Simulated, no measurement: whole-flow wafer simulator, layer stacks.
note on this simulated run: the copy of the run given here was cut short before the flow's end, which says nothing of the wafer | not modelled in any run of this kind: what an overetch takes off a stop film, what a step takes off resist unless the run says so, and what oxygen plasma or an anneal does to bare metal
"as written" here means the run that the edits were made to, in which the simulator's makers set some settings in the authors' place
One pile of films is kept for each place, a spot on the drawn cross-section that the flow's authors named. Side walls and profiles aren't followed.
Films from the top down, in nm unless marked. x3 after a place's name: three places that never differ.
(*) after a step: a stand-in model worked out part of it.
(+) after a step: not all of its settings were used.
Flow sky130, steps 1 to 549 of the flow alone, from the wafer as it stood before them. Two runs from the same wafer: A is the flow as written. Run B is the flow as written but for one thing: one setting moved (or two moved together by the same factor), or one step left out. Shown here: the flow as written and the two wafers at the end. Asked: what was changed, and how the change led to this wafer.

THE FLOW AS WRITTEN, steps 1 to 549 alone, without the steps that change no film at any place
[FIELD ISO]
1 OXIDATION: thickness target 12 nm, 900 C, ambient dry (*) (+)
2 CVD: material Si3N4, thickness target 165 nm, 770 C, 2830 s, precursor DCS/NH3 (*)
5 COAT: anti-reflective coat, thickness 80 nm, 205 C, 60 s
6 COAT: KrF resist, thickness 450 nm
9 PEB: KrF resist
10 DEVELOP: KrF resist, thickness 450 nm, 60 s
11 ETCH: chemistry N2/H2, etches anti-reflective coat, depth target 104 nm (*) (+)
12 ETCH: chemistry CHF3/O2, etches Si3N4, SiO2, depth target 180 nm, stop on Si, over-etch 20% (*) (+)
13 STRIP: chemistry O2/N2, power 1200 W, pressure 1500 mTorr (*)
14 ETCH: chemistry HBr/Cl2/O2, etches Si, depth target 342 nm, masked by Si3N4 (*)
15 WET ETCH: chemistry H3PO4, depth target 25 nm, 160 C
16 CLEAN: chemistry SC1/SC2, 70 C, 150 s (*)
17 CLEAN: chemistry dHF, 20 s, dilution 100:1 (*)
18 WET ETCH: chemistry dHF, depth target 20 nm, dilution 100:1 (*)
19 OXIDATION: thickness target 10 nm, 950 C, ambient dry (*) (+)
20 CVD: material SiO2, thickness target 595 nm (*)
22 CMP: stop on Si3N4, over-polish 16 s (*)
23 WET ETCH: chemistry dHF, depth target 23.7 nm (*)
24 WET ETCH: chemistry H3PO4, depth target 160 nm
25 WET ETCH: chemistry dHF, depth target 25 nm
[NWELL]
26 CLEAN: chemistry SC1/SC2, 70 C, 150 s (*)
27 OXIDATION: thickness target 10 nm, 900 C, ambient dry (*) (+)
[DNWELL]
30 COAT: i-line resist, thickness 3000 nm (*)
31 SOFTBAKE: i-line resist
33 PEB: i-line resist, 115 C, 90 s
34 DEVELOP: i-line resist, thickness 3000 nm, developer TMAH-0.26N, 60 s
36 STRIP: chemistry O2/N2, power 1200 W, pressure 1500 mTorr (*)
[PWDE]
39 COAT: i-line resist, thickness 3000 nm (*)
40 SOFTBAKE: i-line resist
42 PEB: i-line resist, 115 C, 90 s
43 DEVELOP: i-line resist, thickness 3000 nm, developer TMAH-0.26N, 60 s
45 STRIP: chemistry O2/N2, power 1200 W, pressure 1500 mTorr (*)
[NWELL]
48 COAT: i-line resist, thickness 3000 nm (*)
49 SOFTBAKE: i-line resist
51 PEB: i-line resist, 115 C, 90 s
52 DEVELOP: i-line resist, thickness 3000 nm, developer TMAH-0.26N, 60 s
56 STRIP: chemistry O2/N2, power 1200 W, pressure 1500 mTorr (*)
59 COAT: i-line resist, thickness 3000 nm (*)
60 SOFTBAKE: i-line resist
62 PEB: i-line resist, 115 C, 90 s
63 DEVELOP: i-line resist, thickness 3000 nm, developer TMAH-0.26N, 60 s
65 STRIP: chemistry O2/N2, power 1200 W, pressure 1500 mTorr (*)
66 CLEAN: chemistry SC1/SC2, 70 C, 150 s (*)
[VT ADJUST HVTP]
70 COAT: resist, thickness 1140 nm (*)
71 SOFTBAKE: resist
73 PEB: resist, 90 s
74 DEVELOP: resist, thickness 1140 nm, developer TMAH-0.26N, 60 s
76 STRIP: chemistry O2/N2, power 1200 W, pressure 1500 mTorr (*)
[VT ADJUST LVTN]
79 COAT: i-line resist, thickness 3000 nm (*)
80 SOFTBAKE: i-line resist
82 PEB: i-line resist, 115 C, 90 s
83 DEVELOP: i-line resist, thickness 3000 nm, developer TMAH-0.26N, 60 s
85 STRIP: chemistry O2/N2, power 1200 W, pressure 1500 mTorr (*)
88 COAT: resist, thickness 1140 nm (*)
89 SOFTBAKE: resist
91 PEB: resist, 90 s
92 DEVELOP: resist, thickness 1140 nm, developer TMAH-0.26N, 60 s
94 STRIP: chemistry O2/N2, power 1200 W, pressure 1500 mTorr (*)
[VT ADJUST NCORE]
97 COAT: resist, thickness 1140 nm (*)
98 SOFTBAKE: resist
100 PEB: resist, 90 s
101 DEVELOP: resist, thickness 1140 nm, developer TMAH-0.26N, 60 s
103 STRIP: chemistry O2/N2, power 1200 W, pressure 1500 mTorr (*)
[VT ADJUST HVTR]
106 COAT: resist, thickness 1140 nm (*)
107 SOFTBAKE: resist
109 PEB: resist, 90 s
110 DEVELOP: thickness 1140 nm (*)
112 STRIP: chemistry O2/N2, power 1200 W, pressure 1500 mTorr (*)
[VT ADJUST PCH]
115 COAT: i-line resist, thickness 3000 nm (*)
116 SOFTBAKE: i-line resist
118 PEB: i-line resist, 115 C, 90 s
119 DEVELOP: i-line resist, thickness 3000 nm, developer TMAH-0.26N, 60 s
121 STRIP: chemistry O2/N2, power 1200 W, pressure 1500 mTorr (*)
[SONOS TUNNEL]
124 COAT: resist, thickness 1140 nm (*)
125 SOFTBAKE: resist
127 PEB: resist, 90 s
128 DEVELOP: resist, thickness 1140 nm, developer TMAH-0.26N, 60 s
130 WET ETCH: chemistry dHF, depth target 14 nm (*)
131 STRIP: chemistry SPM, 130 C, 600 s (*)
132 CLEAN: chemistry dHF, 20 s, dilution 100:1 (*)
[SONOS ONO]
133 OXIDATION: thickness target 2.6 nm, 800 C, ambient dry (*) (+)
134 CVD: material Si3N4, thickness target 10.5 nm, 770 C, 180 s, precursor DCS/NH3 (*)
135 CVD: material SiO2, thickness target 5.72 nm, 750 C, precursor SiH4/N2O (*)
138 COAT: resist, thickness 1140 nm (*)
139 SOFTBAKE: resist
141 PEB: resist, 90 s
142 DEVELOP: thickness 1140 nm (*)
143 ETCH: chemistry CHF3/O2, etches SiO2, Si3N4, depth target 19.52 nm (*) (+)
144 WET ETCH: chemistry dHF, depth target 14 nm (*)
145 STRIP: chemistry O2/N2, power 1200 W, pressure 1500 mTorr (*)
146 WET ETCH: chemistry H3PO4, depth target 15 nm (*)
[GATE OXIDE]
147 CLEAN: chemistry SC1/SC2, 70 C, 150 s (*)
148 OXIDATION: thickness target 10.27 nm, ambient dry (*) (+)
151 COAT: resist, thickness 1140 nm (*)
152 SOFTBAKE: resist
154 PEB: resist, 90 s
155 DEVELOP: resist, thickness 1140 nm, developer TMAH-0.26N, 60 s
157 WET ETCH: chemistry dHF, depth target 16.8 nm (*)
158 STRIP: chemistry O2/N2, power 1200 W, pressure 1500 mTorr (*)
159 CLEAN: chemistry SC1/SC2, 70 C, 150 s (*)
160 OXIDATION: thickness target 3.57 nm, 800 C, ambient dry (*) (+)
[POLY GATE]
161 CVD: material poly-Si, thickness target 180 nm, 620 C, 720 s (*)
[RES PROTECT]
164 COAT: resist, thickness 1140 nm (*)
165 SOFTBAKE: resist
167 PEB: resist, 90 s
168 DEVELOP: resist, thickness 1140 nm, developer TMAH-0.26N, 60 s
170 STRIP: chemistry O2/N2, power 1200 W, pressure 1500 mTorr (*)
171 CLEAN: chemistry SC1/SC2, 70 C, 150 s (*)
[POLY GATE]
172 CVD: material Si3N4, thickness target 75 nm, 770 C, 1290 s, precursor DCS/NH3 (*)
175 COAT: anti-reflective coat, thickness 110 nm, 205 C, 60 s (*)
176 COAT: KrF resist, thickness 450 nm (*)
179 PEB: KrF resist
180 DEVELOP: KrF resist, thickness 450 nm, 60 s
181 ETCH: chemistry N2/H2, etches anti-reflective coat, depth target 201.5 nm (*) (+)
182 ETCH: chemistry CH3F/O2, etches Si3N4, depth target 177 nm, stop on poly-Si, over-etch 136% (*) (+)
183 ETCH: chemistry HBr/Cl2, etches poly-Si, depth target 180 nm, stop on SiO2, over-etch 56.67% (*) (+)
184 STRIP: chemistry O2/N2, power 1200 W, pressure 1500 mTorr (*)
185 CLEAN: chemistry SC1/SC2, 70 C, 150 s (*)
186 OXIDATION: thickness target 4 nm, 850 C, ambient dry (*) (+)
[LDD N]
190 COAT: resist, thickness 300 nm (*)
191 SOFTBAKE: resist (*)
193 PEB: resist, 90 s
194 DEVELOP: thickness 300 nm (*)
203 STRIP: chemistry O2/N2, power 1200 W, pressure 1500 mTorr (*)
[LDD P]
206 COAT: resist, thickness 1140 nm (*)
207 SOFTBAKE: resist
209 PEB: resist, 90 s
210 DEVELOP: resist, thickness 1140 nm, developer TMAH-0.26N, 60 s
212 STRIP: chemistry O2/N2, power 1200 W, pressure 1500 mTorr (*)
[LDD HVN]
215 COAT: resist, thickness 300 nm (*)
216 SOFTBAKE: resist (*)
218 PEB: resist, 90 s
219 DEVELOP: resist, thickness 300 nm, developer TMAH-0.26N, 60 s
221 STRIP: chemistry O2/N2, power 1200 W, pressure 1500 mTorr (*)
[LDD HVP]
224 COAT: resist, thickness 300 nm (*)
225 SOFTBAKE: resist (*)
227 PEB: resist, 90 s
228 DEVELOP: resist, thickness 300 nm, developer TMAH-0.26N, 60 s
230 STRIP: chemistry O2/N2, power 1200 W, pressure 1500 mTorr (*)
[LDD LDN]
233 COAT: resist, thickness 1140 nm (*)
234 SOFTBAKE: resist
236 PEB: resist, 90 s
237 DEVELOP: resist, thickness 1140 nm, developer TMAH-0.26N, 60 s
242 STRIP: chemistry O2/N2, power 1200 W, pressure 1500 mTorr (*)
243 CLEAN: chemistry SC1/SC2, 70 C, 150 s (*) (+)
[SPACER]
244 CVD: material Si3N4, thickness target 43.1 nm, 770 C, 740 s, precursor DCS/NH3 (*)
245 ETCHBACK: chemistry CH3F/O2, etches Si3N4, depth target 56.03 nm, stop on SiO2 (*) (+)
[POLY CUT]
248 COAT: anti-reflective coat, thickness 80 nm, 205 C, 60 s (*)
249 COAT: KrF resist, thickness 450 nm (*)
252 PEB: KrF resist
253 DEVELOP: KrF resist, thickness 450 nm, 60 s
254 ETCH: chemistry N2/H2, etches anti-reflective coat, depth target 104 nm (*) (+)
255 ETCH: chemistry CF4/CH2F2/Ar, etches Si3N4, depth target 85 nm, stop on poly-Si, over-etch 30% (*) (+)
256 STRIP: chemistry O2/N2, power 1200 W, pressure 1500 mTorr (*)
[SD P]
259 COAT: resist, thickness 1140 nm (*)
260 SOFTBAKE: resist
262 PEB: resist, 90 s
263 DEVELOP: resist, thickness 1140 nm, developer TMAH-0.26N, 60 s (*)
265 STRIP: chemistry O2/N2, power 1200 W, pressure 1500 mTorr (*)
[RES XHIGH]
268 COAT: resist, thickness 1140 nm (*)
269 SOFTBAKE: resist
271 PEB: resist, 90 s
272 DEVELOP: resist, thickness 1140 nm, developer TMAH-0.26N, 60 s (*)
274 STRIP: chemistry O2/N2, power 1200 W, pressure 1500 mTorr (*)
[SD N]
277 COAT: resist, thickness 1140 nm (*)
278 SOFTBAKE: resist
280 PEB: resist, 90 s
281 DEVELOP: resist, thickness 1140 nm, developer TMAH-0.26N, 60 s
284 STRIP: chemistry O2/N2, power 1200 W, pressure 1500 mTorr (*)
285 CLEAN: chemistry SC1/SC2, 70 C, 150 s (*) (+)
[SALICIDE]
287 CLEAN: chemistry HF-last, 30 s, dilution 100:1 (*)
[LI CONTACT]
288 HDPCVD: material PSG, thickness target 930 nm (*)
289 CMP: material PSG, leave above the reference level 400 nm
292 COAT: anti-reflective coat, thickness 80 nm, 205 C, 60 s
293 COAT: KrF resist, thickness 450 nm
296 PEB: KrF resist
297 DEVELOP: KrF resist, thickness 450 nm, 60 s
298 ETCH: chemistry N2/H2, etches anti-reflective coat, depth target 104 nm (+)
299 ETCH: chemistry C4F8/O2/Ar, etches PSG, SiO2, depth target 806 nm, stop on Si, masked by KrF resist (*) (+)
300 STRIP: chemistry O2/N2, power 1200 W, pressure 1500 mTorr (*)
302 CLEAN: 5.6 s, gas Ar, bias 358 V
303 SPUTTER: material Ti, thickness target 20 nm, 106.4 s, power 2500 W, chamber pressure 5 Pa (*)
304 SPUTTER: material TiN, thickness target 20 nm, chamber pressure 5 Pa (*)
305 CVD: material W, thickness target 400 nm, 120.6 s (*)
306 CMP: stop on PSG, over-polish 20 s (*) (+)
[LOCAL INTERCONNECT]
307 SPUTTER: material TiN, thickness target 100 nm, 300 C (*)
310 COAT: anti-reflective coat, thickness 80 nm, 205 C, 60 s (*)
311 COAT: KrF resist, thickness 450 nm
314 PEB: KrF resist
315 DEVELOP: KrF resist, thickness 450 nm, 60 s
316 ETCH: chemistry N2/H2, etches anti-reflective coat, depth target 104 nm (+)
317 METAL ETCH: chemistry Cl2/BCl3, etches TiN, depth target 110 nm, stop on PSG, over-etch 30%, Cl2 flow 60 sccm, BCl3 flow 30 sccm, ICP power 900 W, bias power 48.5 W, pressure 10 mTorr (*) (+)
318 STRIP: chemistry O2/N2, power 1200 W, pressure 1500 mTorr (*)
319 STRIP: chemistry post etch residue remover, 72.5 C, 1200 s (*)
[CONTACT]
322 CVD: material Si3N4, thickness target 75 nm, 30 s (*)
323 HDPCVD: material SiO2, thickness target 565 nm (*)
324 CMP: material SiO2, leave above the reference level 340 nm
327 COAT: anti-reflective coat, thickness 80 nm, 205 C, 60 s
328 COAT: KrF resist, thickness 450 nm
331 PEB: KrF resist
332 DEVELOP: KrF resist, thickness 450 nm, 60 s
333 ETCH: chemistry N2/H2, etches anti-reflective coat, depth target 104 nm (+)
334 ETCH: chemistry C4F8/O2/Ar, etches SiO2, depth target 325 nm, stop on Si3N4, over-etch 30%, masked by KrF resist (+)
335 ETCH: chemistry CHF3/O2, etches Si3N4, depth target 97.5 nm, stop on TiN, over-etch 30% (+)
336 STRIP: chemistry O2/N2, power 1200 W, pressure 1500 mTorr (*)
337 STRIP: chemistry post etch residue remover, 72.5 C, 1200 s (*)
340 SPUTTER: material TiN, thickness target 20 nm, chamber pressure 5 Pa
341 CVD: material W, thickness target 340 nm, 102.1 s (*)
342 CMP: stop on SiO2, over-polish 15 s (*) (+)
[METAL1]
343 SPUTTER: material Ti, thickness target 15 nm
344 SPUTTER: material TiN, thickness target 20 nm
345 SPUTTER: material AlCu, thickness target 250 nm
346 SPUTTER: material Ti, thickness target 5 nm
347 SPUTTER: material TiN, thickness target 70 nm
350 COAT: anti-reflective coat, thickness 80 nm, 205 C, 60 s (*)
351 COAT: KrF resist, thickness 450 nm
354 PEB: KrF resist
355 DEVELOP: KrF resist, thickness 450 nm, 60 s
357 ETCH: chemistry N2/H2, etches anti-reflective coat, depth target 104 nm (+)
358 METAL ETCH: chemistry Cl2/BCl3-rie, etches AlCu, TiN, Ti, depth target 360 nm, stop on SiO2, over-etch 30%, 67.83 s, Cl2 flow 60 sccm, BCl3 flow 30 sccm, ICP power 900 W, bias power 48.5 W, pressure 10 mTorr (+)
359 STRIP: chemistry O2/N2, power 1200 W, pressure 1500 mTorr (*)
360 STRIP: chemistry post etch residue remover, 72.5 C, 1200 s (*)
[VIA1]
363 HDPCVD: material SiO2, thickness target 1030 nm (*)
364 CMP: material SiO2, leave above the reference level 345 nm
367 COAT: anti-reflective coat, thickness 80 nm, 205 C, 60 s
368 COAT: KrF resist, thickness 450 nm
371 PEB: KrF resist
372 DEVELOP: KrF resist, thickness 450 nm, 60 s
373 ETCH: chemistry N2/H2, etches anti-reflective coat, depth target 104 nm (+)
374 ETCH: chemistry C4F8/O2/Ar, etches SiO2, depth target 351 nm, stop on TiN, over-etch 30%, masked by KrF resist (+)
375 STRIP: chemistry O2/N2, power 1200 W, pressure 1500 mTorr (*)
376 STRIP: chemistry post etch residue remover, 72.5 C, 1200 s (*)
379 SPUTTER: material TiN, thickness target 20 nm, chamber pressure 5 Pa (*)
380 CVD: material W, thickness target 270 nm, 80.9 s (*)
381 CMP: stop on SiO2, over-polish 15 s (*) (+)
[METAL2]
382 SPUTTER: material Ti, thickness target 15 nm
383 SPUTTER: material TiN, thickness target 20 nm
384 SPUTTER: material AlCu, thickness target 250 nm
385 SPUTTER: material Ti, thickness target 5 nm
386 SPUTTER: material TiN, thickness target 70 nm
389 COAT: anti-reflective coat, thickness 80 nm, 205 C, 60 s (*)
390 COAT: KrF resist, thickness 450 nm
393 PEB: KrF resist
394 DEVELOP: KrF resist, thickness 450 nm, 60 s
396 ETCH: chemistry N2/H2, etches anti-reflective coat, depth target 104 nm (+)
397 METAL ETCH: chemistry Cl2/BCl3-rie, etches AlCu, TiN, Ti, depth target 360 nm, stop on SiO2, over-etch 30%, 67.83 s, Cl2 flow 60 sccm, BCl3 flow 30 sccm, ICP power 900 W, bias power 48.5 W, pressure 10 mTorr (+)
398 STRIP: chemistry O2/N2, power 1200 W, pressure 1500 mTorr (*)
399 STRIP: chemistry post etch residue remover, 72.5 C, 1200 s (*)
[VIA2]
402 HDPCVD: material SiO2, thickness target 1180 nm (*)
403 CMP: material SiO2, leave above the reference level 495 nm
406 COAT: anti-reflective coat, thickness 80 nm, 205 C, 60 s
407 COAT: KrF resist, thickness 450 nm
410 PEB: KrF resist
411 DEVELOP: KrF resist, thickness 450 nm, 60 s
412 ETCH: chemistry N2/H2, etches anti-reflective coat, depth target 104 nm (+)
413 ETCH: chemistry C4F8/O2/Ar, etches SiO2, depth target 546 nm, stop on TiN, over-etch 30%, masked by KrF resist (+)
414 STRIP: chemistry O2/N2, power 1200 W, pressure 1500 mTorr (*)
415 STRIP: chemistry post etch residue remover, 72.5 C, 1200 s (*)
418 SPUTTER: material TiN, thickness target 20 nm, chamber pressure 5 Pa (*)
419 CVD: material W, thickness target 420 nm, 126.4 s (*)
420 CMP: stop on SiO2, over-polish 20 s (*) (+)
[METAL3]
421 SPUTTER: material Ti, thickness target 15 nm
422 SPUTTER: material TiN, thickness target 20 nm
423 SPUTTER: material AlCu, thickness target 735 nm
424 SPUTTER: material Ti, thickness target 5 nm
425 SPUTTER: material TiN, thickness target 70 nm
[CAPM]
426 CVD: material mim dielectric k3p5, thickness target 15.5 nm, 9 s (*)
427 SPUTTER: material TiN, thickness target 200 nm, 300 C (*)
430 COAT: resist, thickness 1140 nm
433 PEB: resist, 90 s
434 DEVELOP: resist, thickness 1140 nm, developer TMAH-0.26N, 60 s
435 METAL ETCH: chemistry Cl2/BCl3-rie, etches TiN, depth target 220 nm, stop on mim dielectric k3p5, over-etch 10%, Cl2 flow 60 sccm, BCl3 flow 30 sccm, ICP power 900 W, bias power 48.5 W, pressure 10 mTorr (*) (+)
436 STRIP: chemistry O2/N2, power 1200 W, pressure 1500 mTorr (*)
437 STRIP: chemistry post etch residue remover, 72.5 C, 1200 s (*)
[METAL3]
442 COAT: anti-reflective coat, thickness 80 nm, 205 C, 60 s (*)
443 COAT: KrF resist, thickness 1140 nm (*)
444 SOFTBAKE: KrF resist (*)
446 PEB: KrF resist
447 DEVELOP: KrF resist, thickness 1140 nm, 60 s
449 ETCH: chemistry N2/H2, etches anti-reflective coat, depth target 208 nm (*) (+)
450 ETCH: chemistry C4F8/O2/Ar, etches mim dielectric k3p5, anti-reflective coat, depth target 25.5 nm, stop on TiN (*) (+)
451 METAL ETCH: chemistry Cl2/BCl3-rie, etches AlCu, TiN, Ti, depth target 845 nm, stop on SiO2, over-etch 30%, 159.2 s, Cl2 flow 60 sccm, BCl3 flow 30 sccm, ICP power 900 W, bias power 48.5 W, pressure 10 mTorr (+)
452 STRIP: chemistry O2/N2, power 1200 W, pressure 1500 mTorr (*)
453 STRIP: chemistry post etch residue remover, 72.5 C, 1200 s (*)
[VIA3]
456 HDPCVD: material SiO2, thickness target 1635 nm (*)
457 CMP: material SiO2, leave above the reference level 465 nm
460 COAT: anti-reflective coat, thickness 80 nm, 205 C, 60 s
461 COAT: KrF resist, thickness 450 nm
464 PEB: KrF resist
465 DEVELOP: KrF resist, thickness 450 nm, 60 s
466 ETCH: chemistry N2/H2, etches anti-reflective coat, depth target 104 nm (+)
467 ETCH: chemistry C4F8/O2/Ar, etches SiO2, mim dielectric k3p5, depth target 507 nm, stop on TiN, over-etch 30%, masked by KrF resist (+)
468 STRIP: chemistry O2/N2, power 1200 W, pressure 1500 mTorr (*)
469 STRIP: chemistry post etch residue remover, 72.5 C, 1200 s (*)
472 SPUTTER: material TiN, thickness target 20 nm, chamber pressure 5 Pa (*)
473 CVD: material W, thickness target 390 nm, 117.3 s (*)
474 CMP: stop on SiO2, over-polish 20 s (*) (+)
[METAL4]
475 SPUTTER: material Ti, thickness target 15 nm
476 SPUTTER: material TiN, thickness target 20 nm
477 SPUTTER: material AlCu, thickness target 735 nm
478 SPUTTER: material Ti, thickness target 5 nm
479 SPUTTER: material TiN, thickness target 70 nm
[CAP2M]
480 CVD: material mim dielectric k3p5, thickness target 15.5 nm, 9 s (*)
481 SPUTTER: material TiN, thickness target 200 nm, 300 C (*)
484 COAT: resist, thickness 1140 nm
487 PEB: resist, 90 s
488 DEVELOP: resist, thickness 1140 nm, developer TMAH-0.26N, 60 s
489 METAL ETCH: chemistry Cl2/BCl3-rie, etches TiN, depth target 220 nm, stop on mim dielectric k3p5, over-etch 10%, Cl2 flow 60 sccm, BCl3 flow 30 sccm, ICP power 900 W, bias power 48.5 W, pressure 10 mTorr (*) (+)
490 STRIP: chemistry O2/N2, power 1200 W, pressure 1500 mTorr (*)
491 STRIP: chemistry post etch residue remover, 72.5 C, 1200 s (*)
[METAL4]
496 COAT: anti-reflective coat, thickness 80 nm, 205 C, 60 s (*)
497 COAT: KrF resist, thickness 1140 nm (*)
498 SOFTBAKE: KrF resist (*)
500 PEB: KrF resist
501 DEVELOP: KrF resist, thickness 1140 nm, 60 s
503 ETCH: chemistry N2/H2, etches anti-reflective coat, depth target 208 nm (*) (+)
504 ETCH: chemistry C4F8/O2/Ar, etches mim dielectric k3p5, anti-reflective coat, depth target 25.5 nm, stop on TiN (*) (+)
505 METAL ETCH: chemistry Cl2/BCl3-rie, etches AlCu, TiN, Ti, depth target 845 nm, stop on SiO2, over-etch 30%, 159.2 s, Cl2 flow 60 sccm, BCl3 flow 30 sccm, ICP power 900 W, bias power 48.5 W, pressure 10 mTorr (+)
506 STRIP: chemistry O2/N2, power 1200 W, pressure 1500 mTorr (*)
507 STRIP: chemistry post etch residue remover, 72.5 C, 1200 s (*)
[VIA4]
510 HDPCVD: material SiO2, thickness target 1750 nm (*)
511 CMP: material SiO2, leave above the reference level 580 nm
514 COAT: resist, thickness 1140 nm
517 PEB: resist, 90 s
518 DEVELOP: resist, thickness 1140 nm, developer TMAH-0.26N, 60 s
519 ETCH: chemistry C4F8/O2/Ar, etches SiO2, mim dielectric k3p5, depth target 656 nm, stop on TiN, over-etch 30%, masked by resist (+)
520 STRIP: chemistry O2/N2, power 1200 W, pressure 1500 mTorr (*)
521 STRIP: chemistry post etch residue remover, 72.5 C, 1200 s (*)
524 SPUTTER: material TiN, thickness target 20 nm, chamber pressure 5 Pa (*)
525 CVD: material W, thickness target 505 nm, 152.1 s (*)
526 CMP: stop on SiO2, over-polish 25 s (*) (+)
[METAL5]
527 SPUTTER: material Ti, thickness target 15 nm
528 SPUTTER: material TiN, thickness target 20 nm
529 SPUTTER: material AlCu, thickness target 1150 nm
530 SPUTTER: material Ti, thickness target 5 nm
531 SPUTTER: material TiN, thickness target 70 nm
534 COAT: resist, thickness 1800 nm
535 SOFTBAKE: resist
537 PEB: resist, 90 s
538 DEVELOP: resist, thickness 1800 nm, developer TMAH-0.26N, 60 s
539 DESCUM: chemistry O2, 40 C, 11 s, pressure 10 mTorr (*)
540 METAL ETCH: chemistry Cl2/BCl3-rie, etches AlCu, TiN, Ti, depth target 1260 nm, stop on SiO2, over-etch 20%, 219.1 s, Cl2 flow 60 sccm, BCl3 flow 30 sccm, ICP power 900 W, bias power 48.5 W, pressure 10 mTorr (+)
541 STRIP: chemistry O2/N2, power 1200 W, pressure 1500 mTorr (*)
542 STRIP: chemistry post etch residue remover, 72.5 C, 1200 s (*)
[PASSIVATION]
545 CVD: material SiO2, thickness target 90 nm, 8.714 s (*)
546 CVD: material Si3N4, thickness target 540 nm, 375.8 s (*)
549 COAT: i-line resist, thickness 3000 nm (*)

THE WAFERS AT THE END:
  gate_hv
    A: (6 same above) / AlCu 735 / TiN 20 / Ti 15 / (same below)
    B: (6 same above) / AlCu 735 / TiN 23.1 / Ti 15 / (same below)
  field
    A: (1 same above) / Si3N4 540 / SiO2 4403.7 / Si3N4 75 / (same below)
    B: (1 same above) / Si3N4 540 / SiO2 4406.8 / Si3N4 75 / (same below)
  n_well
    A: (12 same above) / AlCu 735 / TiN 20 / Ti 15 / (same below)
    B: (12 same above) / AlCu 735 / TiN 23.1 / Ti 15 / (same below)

The cause: step 476, SPUTTER: thickness target 23.1 nm was run, where the flow has thickness target 20 nm.
It can be read off the wafer: gate_hv has TiN 23.1, and step 476 as written asks for 20 nm.

How the change led to this, step by step:
  476 SPUTTER: material TiN, thickness target 20 nm
      field, active, n_well and 189 more: A TiN +20 (new film) | B TiN +23.1 (new film)
  505 METAL ETCH: chemistry Cl2/BCl3-rie, etches AlCu, TiN, Ti, depth target 845 nm, stop on SiO2, over-etch 30%, 159.2 s, Cl2 flow 60 sccm, BCl3 flow 30 sccm, ICP power 900 W, bias power 48.5 W, pressure 10 mTorr (+)
      field, active, gate and 70 more: A TiN -70 (all of it), Ti -5 (all of it), AlCu -735 (all of it), TiN -20 (all of it), Ti -15 (all of it), SiO2 -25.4 | B TiN -70 (all of it), Ti -5 (all of it), AlCu -735 (all of it), TiN -23.1 (all of it), Ti -15 (all of it), SiO2 -25
      vpp_iso1, mim_edge_plate, m1_ln and 12 more: A TiN -70 (all of it), Ti -5 (all of it), AlCu -735 (all of it), TiN -20 (all of it), Ti -15 (all of it), SiO2 -25.3 | B TiN -70 (all of it), Ti -5 (all of it), AlCu -735 (all of it), TiN -23.1 (all of it), Ti -15 (all of it), SiO2 -25
